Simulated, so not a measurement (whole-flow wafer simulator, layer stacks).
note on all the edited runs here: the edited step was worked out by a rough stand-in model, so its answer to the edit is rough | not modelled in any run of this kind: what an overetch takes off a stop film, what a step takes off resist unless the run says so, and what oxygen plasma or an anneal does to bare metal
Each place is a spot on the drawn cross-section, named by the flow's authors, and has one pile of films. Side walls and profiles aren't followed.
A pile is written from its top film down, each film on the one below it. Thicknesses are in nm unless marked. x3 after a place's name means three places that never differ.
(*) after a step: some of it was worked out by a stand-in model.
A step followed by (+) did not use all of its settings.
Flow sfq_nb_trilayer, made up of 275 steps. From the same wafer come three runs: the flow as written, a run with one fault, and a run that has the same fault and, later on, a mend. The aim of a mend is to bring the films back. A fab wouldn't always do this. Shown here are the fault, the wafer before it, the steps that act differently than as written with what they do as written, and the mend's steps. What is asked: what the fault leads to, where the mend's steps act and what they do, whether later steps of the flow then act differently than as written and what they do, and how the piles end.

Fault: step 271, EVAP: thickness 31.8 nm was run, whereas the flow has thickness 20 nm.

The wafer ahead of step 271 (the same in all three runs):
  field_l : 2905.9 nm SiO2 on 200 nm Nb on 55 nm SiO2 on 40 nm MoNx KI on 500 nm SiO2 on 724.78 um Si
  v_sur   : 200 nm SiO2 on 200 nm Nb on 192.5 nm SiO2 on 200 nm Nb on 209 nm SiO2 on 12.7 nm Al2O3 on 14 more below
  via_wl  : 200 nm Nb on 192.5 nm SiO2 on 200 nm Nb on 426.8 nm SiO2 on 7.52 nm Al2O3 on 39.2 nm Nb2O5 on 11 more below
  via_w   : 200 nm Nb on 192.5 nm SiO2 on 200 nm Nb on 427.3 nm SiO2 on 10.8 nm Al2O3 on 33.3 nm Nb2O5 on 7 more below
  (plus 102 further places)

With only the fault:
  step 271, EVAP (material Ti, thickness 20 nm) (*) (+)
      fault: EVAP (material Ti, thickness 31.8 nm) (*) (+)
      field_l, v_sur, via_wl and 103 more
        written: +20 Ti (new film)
        fault: +31.8 Ti (new film)
  Steps later in the flow that act otherwise than as written:
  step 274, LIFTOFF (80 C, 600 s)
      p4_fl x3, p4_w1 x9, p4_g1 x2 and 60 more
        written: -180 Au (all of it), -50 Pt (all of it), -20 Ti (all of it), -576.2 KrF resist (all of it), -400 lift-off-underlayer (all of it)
        fault: -180 Au (all of it), -50 Pt (all of it), -31.8 Ti (all of it), -576.2 KrF resist (all of it), -400 lift-off-underlayer (all of it)
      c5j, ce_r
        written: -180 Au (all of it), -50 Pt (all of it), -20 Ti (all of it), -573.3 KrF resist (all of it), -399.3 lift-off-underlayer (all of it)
        fault: -180 Au (all of it), -50 Pt (all of it), -31.8 Ti (all of it), -573.3 KrF resist (all of it), -399.3 lift-off-underlayer (all of it)
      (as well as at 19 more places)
  At field_l, v_sur, via_wl and 8 more, the piles at the end differ from the flow's by more than 2% or 0.5 nm, whichever is larger.
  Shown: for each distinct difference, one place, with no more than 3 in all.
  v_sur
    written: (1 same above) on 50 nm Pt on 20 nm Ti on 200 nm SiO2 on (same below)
    fault: (1 same above) on 50 nm Pt on 31.8 nm Ti on 200 nm SiO2 on (same below)
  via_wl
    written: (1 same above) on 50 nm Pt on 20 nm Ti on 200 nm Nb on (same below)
    fault: (1 same above) on 50 nm Pt on 31.8 nm Ti on 200 nm Nb on (same below)
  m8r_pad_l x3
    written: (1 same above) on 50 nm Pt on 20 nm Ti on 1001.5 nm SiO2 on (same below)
    fault: (1 same above) on 50 nm Pt on 31.8 nm Ti on 1001.5 nm SiO2 on (same below)

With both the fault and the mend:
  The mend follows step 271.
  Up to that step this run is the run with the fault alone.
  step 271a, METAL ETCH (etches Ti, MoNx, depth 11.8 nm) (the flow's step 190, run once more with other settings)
      field_l, v_sur, via_wl and 103 more
        -11.8 Ti
  Every later step of the flow that is run acts as written at every place that is followed.
  By the end, the piles equal the flow's at every place that both follow.
